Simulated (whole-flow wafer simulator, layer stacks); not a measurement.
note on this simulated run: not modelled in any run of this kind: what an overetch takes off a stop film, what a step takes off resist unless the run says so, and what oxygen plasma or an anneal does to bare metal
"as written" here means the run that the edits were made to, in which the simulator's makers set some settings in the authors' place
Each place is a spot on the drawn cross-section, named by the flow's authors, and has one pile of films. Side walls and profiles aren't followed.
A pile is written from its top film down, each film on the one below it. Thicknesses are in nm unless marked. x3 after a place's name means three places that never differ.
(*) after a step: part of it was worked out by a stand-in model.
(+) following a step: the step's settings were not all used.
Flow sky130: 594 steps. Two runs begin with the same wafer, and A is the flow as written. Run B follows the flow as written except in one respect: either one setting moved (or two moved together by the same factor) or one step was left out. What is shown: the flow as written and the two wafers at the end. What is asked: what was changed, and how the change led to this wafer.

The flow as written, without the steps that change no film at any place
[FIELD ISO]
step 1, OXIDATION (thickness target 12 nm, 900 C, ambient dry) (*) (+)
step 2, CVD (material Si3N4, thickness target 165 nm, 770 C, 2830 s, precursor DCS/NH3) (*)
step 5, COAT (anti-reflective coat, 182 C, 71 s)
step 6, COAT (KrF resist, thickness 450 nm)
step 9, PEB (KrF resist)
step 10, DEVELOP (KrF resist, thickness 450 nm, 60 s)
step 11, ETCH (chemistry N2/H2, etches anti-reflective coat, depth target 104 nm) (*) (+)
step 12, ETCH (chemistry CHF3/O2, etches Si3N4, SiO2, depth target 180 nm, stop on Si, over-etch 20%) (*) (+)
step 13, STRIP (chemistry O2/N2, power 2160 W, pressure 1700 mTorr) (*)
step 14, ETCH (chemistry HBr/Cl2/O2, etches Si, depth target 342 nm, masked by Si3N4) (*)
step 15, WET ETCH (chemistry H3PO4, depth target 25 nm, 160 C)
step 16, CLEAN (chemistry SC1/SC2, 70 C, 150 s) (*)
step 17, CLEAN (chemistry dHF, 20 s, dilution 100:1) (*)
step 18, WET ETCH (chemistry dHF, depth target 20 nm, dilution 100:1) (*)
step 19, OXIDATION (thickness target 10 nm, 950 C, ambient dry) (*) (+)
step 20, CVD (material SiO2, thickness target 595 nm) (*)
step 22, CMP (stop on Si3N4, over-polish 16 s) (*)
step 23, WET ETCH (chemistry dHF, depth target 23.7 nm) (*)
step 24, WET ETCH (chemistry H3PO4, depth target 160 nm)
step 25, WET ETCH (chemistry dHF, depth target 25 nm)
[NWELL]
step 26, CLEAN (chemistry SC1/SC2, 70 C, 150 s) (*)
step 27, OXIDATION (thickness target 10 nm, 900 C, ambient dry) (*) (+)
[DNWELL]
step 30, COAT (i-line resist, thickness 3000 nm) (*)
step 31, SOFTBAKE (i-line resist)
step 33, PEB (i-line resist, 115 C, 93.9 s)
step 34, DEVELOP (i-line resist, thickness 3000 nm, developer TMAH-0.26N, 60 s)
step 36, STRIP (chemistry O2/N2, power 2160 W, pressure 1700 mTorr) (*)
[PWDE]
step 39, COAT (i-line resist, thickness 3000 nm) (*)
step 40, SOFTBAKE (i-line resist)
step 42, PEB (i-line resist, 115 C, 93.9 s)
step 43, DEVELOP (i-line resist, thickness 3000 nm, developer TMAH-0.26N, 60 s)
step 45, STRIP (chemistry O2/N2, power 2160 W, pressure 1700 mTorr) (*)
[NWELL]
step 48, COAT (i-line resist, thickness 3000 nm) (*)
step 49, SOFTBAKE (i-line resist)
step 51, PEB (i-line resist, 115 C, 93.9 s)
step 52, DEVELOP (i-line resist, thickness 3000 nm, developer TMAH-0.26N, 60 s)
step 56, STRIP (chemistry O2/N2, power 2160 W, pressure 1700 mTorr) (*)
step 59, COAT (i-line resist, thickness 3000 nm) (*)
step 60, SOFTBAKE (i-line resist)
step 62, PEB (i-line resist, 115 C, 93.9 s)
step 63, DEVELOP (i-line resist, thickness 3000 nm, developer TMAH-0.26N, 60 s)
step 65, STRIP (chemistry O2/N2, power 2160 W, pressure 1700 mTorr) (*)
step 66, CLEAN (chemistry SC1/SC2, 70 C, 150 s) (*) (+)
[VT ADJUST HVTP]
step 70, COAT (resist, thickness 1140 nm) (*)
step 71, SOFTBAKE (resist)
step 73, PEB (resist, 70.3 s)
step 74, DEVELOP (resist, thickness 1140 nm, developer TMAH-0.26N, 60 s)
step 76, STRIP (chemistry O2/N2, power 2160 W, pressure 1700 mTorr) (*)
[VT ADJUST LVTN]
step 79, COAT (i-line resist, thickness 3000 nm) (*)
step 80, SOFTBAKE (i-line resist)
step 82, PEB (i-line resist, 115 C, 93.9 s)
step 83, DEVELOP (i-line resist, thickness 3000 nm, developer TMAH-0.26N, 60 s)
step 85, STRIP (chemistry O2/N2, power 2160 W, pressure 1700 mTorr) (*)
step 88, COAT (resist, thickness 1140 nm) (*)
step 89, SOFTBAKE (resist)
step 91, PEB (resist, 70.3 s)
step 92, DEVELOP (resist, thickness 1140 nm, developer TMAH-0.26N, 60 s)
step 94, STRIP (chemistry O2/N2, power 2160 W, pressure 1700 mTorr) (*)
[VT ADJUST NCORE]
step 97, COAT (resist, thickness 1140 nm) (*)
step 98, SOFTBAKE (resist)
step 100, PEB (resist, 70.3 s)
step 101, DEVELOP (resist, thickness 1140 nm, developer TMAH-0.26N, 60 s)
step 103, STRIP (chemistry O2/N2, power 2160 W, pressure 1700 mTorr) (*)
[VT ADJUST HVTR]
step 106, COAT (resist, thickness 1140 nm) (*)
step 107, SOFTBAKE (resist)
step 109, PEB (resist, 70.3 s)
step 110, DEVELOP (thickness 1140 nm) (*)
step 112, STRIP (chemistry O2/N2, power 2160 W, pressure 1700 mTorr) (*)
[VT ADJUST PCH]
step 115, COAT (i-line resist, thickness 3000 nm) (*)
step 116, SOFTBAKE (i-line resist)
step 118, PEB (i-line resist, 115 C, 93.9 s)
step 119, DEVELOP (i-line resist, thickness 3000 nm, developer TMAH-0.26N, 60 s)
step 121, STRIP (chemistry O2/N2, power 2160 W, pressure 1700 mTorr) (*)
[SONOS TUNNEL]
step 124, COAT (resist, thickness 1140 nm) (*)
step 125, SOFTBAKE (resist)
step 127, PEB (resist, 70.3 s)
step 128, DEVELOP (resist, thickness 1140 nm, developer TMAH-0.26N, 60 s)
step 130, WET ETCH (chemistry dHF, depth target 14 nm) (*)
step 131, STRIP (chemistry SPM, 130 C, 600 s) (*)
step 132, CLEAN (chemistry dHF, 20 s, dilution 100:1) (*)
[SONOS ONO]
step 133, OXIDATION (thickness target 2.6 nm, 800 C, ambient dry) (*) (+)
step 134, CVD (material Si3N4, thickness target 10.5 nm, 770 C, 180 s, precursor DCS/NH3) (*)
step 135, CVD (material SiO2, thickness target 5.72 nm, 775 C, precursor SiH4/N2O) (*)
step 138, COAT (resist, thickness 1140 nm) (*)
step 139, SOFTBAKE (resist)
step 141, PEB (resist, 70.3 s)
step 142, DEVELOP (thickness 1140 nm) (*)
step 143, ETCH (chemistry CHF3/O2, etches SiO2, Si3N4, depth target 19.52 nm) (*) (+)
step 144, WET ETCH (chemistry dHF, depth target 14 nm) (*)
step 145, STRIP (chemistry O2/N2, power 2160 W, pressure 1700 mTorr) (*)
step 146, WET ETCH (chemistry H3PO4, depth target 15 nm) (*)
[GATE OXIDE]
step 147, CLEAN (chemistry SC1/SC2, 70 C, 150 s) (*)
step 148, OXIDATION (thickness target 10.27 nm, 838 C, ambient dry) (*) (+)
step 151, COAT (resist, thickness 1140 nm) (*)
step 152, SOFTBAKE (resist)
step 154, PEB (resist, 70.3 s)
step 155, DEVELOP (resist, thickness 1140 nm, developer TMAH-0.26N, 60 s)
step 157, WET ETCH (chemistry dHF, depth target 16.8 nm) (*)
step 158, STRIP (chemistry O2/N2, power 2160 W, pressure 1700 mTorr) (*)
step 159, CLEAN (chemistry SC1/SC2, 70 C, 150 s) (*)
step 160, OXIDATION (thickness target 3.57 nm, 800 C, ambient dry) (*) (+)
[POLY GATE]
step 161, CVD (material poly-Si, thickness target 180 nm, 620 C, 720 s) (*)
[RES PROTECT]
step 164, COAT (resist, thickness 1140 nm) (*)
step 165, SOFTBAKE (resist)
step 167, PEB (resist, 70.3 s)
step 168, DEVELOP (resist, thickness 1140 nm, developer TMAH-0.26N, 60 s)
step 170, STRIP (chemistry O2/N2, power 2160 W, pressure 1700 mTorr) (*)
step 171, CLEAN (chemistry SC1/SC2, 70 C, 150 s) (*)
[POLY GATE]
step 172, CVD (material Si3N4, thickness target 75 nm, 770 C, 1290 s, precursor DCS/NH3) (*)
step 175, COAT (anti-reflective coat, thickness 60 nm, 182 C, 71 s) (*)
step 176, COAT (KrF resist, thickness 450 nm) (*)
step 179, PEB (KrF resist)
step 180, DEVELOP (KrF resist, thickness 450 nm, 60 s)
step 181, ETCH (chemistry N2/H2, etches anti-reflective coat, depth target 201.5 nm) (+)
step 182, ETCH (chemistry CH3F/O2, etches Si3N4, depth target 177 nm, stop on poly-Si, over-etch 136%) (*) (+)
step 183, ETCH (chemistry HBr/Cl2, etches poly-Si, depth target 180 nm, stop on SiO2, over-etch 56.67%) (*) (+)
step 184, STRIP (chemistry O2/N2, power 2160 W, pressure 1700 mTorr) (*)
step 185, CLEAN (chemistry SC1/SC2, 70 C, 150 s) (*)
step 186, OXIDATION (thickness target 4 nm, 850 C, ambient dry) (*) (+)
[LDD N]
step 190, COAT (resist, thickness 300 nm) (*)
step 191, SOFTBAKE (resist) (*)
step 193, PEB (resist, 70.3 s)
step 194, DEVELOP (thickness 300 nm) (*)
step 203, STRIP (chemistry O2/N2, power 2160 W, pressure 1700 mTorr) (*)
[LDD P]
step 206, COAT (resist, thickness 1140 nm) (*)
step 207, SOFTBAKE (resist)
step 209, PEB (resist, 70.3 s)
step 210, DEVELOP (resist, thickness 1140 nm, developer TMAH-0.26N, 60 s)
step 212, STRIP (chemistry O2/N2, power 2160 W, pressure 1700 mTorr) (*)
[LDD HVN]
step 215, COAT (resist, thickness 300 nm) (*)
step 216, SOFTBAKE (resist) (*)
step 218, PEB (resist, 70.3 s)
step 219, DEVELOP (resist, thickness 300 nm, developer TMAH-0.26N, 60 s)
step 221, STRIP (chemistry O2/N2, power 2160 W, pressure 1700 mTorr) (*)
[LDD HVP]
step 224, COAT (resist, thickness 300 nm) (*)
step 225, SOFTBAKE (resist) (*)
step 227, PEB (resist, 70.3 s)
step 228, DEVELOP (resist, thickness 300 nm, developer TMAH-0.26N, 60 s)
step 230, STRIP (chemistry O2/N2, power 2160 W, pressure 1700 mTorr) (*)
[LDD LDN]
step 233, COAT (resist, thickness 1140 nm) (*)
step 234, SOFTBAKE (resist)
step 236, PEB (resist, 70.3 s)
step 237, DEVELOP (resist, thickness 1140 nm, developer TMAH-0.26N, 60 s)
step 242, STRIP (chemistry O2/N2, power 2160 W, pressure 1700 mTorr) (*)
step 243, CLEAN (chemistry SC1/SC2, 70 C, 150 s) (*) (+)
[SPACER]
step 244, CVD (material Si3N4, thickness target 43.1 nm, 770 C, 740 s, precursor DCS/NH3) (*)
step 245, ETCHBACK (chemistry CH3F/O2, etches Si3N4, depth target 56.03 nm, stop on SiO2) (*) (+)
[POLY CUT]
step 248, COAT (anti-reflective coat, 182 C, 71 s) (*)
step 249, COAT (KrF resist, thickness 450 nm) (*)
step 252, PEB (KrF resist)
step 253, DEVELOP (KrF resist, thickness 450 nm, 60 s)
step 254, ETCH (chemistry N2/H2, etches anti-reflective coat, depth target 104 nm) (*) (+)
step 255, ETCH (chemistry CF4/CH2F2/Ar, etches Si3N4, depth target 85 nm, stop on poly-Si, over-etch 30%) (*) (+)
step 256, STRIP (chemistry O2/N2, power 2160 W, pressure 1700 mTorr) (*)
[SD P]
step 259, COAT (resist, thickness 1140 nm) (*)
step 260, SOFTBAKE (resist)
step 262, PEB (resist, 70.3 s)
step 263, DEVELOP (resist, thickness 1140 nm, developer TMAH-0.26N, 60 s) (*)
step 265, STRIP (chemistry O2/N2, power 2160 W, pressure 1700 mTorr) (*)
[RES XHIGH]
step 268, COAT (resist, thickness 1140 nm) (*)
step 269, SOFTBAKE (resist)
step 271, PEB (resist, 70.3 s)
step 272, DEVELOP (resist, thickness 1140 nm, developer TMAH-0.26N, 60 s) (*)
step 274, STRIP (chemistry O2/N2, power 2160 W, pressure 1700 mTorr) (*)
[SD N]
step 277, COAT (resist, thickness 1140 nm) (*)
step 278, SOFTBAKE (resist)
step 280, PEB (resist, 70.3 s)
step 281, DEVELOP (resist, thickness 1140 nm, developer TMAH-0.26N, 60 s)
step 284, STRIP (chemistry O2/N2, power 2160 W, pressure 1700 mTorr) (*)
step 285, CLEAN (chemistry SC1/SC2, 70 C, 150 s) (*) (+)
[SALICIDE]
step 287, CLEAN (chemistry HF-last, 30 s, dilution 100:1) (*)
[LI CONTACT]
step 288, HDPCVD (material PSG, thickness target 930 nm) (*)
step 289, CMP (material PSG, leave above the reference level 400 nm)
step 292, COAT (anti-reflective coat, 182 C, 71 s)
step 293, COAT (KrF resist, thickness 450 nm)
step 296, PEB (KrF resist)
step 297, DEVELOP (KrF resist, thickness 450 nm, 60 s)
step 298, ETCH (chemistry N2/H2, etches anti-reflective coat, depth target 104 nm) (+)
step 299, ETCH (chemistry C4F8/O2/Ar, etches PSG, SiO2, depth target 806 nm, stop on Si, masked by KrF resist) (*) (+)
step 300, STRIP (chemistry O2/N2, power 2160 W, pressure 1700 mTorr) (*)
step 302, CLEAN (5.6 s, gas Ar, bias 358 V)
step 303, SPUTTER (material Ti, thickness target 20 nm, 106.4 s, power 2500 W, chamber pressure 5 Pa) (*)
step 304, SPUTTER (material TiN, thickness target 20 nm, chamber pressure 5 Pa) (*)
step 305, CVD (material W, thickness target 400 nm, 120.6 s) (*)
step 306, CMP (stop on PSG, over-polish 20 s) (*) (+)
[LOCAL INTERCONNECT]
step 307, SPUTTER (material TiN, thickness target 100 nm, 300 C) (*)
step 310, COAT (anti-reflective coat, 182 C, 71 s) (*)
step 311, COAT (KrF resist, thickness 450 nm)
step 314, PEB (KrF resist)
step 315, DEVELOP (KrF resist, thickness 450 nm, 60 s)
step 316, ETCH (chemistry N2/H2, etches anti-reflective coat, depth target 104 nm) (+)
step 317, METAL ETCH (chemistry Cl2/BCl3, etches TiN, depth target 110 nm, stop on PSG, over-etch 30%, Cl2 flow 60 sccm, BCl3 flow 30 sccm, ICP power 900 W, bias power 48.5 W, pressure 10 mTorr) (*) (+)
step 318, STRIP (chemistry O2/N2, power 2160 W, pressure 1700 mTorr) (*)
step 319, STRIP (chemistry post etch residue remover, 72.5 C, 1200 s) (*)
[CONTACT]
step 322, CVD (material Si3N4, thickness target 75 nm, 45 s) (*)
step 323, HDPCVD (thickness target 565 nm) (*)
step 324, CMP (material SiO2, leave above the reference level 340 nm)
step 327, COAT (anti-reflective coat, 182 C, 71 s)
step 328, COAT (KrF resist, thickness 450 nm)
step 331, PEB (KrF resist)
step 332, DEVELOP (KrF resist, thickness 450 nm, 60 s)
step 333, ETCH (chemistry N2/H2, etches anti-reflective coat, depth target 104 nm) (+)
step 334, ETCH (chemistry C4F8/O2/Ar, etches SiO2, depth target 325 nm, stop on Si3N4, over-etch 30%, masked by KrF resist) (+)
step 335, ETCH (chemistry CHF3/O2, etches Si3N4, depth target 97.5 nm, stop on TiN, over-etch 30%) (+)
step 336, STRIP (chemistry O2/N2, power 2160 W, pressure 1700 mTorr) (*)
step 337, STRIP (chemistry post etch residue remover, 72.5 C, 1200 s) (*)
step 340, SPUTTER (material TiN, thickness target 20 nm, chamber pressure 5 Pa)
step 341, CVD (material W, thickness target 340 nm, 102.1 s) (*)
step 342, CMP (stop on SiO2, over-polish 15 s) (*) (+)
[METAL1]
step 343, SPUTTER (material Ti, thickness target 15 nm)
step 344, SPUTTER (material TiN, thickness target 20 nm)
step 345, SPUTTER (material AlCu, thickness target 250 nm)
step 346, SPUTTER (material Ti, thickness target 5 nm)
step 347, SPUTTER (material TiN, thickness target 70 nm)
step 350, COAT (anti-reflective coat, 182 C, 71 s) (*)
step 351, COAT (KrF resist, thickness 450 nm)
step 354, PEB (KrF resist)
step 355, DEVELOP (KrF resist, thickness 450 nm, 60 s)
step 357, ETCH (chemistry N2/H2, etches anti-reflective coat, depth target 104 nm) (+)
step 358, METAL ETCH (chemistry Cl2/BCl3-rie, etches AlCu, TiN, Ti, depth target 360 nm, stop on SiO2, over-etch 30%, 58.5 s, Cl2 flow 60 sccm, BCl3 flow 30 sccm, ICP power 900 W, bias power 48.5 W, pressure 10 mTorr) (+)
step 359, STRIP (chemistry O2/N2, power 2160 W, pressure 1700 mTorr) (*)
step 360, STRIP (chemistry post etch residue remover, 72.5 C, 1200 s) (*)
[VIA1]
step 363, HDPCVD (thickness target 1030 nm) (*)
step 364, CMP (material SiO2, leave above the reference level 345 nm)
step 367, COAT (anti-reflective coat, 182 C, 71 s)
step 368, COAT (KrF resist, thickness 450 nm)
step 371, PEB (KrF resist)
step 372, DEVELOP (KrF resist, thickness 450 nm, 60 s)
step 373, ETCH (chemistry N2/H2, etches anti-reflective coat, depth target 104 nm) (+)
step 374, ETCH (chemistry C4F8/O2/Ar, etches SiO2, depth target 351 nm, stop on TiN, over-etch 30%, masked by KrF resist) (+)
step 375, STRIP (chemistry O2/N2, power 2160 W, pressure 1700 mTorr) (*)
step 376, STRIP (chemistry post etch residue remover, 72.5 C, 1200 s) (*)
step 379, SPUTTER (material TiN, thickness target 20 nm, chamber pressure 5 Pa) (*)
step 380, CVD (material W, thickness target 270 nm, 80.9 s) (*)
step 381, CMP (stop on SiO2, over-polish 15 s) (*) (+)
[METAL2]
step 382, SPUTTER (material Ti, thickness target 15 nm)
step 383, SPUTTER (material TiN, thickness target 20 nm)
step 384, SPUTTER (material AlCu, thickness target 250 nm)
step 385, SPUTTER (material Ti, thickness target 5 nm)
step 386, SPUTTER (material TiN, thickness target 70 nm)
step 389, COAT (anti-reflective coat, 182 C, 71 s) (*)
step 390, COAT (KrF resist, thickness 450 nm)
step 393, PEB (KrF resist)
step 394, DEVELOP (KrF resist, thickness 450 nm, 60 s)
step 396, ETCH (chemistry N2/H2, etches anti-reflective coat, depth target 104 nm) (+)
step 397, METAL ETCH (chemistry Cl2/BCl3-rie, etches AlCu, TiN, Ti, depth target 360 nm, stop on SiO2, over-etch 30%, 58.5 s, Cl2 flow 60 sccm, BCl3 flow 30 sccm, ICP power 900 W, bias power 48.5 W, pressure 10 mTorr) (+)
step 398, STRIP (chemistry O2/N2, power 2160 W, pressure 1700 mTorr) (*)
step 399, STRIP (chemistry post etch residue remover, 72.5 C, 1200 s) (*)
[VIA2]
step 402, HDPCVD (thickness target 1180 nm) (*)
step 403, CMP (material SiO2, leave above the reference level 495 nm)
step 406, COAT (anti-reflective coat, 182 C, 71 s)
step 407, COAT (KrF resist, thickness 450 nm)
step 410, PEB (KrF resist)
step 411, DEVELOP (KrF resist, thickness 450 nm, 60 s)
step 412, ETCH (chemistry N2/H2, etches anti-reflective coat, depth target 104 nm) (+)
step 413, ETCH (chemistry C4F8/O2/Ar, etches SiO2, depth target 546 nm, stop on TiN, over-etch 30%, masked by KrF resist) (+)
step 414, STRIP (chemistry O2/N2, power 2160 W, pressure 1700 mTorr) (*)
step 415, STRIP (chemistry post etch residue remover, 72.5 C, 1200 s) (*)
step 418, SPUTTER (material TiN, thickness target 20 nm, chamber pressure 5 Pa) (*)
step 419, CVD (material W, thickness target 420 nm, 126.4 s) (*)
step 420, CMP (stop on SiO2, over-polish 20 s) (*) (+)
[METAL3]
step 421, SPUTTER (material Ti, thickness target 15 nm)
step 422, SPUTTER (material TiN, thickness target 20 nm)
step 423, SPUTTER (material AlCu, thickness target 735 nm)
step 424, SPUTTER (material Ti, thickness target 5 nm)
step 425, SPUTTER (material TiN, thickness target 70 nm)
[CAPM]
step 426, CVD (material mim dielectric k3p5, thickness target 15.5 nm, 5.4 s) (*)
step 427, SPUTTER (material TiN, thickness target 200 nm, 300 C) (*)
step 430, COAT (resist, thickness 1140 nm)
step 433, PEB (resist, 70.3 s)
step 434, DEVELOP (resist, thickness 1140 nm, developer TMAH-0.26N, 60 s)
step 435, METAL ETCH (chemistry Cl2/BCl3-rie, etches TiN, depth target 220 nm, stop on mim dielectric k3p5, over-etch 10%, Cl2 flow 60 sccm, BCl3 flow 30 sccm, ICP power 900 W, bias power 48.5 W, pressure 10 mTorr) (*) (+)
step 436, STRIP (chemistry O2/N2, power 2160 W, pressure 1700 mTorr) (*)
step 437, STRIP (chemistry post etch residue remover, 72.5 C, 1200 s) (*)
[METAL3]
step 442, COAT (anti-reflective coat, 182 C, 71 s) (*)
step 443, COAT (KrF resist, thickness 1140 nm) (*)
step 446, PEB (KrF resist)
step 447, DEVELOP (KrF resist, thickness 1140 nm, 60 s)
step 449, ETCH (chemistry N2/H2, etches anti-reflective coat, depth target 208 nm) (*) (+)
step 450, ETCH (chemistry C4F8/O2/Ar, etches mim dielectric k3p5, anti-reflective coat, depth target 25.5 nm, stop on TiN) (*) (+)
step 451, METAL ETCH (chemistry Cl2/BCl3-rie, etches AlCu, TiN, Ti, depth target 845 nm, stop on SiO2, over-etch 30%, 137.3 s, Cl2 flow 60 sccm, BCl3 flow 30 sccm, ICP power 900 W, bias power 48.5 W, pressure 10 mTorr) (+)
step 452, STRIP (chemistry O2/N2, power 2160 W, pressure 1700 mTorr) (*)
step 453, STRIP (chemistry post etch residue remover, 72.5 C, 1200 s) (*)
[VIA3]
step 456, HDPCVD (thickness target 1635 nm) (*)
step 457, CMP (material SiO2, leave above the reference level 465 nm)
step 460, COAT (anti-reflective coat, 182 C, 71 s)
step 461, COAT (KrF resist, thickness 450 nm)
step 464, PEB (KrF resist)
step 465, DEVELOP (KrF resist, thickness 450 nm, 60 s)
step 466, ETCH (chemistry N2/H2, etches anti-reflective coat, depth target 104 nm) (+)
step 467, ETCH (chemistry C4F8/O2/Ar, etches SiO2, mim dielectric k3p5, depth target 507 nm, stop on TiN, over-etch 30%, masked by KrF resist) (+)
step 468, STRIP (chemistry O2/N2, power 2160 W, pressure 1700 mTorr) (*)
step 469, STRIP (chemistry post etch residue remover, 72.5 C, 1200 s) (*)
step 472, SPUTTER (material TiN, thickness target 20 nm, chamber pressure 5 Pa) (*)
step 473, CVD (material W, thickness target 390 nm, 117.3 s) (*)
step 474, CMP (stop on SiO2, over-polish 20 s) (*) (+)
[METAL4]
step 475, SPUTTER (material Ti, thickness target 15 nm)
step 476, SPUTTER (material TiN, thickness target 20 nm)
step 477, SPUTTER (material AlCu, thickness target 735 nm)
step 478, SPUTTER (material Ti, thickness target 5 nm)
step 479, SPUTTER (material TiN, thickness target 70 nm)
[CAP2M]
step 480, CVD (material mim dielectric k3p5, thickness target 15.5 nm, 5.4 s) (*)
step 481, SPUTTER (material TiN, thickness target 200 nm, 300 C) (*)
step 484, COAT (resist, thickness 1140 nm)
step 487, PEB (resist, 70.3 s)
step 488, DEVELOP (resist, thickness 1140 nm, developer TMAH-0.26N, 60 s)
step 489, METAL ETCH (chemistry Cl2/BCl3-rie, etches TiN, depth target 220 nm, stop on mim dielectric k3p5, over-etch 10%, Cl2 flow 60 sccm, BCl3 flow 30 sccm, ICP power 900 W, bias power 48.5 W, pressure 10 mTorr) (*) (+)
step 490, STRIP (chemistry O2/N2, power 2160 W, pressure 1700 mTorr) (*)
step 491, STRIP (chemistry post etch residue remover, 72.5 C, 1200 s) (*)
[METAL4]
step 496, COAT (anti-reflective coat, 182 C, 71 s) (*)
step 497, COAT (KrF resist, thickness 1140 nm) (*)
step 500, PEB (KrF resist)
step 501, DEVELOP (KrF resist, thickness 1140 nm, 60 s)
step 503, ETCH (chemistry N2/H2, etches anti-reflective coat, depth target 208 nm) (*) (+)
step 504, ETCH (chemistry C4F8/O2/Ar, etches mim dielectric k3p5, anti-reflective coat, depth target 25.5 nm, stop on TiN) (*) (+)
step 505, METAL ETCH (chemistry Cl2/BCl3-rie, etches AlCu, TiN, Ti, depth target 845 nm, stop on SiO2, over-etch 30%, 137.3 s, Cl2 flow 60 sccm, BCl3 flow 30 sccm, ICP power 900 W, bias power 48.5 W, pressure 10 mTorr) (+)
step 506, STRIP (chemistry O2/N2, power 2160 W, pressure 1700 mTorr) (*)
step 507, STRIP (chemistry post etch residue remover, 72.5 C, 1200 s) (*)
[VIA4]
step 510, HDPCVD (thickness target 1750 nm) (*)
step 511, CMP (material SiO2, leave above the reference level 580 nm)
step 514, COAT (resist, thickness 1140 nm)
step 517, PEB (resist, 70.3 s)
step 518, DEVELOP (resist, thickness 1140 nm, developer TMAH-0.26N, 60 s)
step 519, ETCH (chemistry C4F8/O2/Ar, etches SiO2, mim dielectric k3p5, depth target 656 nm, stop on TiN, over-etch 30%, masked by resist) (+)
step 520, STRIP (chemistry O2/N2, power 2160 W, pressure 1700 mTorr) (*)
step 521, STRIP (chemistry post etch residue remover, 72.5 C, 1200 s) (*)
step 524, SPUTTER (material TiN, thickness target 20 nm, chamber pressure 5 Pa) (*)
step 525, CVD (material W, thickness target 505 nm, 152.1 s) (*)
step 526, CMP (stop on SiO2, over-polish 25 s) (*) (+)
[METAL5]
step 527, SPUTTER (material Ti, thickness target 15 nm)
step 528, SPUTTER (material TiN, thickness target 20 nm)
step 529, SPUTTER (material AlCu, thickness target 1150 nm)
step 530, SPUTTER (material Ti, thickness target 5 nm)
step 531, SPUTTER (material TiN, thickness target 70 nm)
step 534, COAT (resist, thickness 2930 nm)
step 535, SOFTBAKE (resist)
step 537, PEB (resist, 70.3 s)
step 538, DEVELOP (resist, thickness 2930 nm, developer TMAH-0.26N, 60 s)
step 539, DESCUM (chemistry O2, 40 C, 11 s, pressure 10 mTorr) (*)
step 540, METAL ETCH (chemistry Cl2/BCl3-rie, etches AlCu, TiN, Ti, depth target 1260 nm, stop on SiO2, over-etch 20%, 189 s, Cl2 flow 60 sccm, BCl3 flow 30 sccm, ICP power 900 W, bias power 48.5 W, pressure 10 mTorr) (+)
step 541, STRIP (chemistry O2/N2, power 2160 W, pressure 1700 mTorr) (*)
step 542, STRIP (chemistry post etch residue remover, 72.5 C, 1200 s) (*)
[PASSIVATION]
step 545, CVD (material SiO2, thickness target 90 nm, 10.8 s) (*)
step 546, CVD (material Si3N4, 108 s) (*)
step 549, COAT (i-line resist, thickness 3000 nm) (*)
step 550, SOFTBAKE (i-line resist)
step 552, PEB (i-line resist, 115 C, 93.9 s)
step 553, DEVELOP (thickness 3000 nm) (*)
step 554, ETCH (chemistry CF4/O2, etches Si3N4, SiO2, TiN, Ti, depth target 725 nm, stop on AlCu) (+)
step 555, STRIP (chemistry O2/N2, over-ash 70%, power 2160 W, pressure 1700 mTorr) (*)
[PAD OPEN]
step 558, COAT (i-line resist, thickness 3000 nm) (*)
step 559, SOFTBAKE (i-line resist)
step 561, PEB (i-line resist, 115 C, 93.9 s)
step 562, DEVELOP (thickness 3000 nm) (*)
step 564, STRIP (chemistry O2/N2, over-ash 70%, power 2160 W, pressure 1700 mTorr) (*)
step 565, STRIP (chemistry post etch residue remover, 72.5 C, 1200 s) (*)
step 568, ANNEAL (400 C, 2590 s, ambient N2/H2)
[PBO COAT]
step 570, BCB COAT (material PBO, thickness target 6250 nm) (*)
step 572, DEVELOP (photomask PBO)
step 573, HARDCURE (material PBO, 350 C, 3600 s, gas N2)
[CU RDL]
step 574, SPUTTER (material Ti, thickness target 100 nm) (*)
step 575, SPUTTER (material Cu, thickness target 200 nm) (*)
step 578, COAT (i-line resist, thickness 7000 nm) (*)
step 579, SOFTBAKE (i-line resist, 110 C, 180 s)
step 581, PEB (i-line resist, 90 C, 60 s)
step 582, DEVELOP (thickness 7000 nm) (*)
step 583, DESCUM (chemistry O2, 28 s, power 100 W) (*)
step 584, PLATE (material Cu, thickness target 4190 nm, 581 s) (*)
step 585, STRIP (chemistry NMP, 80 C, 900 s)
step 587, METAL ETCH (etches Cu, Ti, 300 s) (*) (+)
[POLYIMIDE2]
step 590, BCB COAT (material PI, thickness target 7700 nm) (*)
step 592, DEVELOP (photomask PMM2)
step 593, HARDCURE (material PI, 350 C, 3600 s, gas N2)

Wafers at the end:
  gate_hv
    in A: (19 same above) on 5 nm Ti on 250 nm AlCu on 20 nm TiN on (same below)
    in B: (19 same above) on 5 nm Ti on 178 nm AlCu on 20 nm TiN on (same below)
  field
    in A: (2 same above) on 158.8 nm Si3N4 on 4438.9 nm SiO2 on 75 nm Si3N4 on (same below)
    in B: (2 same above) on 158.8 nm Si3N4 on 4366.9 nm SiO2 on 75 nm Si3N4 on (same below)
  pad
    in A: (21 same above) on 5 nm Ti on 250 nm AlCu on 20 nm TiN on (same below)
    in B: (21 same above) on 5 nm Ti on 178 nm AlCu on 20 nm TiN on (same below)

The reason: step 384, SPUTTER: thickness target 178 nm was run, though the flow has thickness target 250 nm.
The wafer itself shows it: gate_hv has AlCu 178, and step 384 as written asks for 250 nm.

Step by step, how the change led to this:
  step 384, SPUTTER (material AlCu, thickness target 250 nm)
      field, active, n_well and 188 more: A +250 AlCu (new film) | B +178 AlCu (new film)
  step 397, METAL ETCH (chemistry Cl2/BCl3-rie, etches AlCu, TiN, Ti, depth target 360 nm, stop on SiO2, over-etch 30%, 58.5 s, Cl2 flow 60 sccm, BCl3 flow 30 sccm, ICP power 900 W, bias power 48.5 W, pressure 10 mTorr) (+)
      field, active, gate and 82 more: A -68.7 TiN (all of it), -5 Ti (all of it), -250 AlCu (all of it), -20 TiN (all of it), -15 Ti (all of it), -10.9 SiO2 | B -68.7 TiN (all of it), -5 Ti (all of it), -178 AlCu (all of it), -20 TiN (all of it), -15 Ti (all of it), -18.1 SiO2
  step 403, CMP (material SiO2, leave above the reference level 495 nm)
      field, active, gate and 82 more: A -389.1 SiO2 | B -453.9 SiO2
